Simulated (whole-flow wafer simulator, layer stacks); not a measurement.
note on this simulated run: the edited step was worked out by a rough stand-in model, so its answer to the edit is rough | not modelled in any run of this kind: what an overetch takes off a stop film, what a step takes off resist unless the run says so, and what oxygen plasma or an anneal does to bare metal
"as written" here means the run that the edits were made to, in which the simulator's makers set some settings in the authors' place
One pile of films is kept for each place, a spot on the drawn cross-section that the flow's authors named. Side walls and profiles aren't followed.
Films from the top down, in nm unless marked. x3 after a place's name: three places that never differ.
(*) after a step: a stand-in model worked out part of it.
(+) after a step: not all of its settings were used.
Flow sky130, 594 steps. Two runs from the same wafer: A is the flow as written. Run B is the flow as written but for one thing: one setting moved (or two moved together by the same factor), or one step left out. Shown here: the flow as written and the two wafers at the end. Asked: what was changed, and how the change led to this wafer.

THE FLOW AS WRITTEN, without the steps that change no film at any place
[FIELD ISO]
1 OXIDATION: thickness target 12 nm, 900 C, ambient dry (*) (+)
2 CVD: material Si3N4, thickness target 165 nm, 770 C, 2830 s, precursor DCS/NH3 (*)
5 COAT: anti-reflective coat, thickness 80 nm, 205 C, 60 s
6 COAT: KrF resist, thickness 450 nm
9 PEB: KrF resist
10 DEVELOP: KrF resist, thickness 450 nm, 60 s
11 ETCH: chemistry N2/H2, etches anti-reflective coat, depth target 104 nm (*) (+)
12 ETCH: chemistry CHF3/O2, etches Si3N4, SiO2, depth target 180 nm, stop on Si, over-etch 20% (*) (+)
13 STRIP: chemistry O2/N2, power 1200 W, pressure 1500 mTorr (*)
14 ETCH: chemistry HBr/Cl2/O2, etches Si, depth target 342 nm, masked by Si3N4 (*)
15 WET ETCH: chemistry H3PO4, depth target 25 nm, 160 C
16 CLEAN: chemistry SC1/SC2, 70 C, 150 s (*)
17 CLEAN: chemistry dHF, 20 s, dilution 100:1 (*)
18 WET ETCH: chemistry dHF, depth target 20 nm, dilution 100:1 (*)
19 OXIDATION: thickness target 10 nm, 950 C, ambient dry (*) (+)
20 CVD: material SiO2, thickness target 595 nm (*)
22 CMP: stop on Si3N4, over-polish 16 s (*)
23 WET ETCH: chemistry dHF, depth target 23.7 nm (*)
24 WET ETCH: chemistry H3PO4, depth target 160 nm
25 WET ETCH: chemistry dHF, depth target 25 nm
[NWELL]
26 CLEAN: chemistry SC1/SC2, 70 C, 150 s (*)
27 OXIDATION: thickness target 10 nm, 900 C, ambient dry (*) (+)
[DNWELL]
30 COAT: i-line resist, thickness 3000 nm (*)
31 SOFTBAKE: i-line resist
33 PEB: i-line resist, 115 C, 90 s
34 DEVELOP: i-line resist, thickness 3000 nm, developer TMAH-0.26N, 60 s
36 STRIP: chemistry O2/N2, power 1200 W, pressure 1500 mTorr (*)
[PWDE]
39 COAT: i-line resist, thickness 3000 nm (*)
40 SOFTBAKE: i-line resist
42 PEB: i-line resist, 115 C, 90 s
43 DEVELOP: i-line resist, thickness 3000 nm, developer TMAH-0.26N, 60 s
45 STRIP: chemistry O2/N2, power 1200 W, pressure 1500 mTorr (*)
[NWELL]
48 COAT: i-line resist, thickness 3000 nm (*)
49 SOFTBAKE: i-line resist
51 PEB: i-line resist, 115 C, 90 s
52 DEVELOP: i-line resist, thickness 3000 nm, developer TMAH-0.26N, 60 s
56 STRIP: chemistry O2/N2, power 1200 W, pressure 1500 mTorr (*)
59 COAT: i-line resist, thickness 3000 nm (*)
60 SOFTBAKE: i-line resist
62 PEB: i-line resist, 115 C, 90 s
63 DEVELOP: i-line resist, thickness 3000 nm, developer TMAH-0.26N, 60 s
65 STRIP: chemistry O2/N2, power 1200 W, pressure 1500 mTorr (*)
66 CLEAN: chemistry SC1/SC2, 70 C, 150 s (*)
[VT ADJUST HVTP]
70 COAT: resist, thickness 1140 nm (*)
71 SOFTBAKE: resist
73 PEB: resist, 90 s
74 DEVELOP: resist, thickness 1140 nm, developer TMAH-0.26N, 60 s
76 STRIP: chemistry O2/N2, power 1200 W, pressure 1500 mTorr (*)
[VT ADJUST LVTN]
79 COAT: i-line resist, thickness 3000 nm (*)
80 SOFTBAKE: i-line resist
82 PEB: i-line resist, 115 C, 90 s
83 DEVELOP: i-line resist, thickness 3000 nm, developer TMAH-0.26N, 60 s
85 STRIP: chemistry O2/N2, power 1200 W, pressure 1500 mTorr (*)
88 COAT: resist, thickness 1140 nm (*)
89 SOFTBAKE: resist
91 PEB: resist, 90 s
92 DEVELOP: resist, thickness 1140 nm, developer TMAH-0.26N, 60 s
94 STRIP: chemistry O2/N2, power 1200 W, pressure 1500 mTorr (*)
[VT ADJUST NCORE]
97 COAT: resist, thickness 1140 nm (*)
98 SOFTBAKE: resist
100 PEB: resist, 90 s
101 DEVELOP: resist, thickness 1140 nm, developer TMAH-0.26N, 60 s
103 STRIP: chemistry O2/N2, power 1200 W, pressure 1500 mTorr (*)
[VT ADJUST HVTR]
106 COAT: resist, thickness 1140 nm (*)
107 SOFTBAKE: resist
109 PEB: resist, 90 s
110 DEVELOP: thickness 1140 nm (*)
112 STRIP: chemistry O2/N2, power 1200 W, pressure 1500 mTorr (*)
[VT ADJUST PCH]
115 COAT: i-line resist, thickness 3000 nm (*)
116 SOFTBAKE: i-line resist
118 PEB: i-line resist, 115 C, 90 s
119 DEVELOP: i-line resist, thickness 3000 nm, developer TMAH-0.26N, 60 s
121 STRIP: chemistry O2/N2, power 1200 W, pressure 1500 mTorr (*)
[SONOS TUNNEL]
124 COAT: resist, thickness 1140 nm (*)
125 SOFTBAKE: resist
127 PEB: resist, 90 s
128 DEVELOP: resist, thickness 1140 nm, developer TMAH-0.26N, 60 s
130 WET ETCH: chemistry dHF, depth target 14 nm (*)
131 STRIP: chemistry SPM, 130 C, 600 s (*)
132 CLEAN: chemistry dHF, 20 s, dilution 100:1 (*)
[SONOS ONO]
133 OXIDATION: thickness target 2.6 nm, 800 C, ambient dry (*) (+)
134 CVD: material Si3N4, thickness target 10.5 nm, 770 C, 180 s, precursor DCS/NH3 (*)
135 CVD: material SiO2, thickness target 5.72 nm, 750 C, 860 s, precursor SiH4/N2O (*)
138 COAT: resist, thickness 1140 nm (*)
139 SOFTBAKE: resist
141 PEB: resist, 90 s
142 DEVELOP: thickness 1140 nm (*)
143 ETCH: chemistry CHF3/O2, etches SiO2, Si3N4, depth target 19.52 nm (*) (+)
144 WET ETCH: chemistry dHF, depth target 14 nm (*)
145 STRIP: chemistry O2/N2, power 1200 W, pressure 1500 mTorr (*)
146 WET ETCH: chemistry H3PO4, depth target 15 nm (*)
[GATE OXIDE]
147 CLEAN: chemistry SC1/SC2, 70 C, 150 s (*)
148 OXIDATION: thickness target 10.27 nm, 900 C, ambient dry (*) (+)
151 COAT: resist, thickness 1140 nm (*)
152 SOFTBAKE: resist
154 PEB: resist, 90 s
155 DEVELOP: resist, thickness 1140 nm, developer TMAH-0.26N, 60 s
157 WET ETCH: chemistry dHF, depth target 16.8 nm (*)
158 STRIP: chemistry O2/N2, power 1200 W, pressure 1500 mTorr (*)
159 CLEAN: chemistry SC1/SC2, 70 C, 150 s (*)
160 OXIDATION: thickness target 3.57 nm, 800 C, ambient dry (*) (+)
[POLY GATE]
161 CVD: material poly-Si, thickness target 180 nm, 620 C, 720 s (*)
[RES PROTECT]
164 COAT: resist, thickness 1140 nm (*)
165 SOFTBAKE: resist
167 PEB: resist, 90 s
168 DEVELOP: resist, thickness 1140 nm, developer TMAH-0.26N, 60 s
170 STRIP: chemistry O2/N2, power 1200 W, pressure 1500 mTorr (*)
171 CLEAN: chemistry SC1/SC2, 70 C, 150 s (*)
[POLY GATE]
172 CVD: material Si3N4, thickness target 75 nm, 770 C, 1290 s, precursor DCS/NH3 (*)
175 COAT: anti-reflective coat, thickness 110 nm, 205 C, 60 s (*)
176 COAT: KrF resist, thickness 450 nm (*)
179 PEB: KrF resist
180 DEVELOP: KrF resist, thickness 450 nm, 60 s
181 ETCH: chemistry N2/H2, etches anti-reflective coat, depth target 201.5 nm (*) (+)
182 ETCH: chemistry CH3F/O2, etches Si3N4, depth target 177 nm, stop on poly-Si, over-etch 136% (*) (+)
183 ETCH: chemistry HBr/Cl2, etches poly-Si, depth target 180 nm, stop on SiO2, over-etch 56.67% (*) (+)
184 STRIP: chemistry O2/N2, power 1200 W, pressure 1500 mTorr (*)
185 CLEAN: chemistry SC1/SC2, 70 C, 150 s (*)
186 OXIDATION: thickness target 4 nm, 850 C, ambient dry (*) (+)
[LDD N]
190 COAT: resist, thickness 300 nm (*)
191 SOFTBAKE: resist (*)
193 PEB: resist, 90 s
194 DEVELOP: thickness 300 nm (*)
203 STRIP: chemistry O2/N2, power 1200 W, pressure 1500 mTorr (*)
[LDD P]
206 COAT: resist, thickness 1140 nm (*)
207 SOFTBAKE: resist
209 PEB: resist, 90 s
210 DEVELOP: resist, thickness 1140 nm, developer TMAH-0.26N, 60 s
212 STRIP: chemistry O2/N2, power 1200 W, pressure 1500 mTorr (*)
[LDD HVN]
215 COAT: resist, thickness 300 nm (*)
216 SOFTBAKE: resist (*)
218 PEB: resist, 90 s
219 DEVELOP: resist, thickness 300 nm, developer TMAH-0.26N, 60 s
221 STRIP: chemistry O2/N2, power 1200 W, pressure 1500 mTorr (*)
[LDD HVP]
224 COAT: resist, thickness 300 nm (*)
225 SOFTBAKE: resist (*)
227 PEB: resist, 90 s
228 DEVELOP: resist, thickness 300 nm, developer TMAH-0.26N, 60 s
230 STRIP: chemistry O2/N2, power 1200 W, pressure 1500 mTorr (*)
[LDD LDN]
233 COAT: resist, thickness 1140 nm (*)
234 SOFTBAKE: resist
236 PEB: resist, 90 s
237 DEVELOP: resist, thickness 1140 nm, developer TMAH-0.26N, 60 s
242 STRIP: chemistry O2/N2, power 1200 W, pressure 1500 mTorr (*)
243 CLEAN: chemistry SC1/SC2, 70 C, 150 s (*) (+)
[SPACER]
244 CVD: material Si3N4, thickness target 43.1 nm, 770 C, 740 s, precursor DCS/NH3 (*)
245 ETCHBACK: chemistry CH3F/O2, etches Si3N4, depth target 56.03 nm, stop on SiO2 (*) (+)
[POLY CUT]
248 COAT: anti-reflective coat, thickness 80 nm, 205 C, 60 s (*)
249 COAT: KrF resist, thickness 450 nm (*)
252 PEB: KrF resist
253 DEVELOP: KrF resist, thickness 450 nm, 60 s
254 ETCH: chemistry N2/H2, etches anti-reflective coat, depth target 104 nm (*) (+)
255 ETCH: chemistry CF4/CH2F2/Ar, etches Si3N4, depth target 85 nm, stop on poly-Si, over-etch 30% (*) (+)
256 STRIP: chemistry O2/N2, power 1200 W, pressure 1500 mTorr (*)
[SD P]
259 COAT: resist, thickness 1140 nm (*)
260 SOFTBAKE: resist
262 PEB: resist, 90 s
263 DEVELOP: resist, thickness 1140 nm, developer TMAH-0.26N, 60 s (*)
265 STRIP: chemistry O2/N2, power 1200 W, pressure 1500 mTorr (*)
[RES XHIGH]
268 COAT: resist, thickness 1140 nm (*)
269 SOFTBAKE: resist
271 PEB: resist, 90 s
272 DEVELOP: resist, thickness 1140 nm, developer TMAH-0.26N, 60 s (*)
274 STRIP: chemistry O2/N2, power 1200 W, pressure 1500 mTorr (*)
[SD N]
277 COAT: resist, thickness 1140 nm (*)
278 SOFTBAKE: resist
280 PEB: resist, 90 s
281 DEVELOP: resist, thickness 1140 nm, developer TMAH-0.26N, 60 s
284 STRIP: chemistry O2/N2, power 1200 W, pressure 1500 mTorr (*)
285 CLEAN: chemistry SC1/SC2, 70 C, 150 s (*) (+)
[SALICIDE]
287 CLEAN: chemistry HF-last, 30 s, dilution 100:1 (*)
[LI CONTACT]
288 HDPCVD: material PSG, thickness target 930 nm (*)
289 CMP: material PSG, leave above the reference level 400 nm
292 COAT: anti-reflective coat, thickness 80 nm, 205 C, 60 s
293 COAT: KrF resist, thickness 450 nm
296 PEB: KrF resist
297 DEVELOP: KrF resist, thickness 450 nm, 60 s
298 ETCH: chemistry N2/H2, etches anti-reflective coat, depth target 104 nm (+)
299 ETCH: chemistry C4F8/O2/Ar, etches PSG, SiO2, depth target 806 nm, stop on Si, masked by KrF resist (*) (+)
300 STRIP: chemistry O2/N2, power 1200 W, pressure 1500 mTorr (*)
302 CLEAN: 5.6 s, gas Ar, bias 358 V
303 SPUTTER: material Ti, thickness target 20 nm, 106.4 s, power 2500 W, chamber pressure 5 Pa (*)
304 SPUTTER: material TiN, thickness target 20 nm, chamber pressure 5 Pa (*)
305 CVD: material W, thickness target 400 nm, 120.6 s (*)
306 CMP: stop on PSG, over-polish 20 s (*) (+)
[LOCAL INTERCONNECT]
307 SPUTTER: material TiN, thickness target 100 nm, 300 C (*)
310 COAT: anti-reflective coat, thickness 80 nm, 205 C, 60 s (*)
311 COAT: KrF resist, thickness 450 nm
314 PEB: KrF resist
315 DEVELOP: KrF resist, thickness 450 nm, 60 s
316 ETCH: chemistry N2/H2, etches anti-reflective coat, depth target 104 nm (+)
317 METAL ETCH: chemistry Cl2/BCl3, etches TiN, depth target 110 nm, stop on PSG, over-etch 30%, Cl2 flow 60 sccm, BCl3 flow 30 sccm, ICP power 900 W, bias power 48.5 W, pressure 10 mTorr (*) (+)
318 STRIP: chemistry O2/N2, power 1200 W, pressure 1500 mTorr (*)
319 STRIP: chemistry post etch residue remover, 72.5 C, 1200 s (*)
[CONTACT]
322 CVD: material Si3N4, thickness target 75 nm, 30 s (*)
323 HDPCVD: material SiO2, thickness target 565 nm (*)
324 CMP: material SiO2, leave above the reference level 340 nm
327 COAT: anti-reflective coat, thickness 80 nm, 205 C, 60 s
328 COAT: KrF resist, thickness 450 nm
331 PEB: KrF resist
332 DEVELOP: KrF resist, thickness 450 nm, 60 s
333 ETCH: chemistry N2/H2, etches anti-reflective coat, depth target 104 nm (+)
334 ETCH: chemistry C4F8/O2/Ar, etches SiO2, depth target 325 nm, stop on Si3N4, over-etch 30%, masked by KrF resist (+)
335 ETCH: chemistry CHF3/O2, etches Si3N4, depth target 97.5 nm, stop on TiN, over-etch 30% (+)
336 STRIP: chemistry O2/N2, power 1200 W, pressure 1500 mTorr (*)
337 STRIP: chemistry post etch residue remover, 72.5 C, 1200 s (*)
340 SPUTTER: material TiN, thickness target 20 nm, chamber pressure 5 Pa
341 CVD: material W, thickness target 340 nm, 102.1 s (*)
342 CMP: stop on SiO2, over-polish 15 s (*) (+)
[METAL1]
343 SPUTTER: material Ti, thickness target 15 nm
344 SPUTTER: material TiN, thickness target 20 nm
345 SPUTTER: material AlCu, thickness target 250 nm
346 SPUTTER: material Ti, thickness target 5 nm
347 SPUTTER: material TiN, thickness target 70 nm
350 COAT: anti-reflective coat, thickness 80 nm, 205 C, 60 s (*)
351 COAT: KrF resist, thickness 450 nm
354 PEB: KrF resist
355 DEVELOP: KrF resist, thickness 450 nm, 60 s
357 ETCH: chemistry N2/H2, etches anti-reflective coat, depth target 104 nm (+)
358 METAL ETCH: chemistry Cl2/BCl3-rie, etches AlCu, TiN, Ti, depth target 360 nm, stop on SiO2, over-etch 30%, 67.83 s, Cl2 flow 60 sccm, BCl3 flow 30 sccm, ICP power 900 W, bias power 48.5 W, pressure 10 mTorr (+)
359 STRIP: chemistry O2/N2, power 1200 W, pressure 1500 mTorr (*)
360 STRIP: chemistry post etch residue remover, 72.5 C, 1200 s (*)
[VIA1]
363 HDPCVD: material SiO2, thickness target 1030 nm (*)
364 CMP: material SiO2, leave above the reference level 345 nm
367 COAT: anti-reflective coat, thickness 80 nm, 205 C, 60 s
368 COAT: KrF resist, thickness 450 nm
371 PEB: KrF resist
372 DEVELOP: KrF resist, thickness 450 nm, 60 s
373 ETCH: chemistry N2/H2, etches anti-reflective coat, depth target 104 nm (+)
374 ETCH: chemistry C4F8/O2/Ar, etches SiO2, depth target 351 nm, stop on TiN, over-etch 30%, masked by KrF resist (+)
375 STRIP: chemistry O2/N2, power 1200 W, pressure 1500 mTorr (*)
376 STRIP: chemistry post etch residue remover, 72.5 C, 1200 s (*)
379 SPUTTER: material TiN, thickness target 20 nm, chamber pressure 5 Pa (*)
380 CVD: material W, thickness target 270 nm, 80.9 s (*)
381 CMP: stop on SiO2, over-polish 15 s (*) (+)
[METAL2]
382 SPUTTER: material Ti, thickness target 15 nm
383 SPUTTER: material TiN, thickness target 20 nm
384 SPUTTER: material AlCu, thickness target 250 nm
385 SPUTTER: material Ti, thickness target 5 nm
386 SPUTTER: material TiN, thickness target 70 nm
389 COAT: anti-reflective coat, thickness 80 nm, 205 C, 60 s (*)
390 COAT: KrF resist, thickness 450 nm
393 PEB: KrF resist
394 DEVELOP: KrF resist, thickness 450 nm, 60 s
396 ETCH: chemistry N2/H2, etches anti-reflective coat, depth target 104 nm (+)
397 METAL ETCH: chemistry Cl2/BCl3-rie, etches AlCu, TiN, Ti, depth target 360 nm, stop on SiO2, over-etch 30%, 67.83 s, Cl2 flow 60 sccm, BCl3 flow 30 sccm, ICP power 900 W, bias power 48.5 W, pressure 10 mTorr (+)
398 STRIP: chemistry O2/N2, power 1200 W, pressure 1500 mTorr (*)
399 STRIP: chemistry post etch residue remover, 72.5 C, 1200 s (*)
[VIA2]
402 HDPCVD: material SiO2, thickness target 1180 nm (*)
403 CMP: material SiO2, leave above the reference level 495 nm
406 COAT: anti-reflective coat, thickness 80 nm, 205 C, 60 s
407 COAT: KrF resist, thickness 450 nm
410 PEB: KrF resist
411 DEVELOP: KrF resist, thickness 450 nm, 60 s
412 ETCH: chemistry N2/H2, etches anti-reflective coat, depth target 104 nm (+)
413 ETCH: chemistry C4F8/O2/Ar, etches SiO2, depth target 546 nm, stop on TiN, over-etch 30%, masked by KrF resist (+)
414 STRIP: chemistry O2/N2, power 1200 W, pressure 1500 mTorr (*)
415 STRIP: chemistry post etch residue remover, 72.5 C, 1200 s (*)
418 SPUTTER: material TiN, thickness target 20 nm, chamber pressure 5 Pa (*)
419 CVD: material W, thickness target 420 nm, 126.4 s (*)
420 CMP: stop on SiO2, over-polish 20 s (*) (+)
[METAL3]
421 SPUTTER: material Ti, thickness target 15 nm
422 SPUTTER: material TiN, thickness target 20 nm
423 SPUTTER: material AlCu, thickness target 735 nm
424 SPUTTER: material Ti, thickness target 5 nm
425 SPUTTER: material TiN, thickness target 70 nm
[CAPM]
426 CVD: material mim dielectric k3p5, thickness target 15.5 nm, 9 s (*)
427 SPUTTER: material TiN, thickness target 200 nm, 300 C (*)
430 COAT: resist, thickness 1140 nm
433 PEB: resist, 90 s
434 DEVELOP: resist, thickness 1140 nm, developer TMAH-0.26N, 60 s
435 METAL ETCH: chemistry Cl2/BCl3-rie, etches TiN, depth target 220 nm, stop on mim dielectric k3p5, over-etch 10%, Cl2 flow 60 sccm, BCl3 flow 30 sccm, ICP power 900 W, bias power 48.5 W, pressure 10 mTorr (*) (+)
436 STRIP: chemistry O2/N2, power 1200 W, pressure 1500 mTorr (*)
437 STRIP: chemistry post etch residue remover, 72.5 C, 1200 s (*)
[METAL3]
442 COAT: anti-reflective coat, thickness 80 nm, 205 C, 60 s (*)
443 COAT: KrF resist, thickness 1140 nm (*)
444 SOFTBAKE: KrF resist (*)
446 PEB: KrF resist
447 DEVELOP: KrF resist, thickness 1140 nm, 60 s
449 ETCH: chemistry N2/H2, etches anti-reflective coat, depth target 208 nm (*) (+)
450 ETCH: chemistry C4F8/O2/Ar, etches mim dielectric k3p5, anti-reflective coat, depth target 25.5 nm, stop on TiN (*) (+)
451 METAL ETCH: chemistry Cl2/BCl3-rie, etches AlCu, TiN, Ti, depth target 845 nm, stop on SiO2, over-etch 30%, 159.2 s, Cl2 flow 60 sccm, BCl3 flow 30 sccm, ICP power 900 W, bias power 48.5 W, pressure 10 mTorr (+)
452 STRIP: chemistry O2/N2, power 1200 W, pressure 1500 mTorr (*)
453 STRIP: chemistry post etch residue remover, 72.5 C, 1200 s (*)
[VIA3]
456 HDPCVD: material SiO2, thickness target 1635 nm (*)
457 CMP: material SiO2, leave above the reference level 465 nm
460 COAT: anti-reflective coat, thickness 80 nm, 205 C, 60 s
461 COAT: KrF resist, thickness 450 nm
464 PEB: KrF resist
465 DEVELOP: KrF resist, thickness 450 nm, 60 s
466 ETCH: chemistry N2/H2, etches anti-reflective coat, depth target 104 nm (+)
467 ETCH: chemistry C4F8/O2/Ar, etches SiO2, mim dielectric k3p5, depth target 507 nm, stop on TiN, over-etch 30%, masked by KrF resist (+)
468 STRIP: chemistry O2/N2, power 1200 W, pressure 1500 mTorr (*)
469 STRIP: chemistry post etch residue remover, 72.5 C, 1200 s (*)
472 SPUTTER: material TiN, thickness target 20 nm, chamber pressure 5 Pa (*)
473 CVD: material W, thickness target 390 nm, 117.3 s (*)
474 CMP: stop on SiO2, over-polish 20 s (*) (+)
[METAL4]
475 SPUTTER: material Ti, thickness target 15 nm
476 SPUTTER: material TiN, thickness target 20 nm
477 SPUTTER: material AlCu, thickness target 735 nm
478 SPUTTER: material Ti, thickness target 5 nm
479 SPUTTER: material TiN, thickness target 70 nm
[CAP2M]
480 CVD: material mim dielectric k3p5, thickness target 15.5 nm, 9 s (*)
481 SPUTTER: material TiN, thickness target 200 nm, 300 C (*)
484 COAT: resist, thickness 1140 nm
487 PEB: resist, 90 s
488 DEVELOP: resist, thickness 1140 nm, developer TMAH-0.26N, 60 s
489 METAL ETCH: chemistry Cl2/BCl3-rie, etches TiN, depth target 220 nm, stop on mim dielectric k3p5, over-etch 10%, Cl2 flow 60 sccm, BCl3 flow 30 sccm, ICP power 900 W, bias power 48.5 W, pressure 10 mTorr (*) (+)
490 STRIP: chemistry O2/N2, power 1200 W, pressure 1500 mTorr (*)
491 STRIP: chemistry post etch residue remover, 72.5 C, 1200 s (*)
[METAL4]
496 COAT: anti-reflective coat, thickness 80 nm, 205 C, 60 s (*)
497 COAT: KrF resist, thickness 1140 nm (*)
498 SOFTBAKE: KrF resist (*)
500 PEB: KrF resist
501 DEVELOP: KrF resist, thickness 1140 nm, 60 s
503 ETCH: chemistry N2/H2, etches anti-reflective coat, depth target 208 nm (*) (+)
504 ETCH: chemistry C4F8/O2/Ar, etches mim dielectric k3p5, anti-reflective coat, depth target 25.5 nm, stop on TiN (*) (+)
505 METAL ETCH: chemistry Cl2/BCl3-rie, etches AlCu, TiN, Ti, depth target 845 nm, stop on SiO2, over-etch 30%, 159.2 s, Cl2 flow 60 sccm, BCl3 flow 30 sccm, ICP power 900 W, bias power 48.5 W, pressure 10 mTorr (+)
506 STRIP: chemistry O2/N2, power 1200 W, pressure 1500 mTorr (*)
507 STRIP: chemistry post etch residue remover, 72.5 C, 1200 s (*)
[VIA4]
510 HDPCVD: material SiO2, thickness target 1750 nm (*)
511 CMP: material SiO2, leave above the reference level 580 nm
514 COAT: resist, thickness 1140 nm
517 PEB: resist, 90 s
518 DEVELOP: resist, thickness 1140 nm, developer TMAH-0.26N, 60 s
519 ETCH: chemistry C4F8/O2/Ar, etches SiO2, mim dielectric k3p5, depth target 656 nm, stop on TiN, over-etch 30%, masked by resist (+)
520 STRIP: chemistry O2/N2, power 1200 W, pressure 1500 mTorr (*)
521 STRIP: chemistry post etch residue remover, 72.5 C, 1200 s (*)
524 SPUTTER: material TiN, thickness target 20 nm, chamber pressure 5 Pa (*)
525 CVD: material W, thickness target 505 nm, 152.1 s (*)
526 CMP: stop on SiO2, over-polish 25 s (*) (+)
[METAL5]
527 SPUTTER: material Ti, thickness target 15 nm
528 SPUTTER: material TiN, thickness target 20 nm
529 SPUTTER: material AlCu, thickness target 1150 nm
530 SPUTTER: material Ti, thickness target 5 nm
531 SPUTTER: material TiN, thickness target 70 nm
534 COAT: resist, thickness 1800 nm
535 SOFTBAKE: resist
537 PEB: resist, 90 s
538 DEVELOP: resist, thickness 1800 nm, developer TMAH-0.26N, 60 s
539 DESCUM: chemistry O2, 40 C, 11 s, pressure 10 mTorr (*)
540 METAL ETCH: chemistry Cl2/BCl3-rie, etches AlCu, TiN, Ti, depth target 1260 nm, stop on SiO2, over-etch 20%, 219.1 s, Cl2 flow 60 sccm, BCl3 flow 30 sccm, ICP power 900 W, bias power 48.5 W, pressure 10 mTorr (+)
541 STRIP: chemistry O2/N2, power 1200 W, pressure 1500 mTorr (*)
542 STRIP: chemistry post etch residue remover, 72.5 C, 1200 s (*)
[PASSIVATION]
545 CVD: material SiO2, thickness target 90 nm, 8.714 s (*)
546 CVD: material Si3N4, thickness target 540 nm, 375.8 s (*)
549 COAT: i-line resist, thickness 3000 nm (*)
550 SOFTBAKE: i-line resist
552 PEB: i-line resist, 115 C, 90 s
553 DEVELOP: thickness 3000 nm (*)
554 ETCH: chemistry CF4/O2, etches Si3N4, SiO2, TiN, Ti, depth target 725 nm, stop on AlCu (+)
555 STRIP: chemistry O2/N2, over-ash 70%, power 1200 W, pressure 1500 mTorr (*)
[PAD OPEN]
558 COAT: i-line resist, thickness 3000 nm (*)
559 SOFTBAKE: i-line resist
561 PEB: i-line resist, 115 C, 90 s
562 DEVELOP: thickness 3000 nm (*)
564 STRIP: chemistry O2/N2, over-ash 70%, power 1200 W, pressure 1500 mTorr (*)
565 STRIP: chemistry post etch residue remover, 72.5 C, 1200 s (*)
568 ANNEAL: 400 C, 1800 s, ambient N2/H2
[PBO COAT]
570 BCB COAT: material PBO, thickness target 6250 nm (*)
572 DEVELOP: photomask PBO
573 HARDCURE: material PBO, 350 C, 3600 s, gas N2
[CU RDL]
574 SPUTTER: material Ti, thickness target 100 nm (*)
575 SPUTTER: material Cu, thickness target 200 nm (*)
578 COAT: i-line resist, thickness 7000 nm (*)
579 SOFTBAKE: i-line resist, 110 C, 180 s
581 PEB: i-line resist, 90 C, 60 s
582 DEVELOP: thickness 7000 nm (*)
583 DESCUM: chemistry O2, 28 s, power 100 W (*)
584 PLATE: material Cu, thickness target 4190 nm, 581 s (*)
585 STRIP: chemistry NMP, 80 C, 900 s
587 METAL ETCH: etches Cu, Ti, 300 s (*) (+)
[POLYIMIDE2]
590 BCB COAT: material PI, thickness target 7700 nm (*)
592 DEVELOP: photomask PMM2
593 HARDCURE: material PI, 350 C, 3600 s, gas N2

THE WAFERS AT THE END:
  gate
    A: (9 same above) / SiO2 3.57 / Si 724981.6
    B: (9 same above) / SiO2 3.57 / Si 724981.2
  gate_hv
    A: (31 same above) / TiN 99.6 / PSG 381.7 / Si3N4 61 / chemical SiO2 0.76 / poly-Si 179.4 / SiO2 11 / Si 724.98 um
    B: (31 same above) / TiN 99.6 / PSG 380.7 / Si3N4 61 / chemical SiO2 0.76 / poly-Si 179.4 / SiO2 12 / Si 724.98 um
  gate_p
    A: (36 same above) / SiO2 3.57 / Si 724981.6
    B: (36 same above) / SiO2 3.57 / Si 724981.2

The cause: step 148, OXIDATION: thickness target 11.3 nm was run, where the flow has thickness target 10.27 nm.

How the change led to this, step by step:
  148 OXIDATION: thickness target 10.27 nm, 900 C, ambient dry (*) (+)
      active, n_well, p_well and 98 more: A SiO2 +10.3 (new film), chemical SiO2 -0.76 (all of it), Si -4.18 | B SiO2 +11.3 (new film), chemical SiO2 -0.76 (all of it), Si -4.64
  157 WET ETCH: chemistry dHF, depth target 16.8 nm (*)
      active, n_well, p_well and 58 more: A SiO2 -10.3 (all of it) | B SiO2 -11.3 (all of it)
  175 COAT: anti-reflective coat, thickness 110 nm, 205 C, 60 s (*)
      rpm_encl, rpm_encl_psd: A anti-reflective coat +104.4 (new film) | B anti-reflective coat +108.5 (new film)
  181 ETCH: chemistry N2/H2, etches anti-reflective coat, depth target 201.5 nm (*) (+)
      rpm_encl, rpm_encl_psd: A anti-reflective coat -104.4 (all of it), Si3N4 -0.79 | B anti-reflective coat -108.5 (all of it), Si3N4 -0.73
  248 COAT: anti-reflective coat, thickness 80 nm, 205 C, 60 s (*)
      gate_p_hv: A anti-reflective coat +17 (new film) | B anti-reflective coat +16.4 (new film)
  256 STRIP: chemistry O2/N2, power 1200 W, pressure 1500 mTorr (*)
      gate_p_hv: A KrF resist -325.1 (all of it), anti-reflective coat -17 (all of it) | B KrF resist -325.4 (all of it), anti-reflective coat -16.4 (all of it)
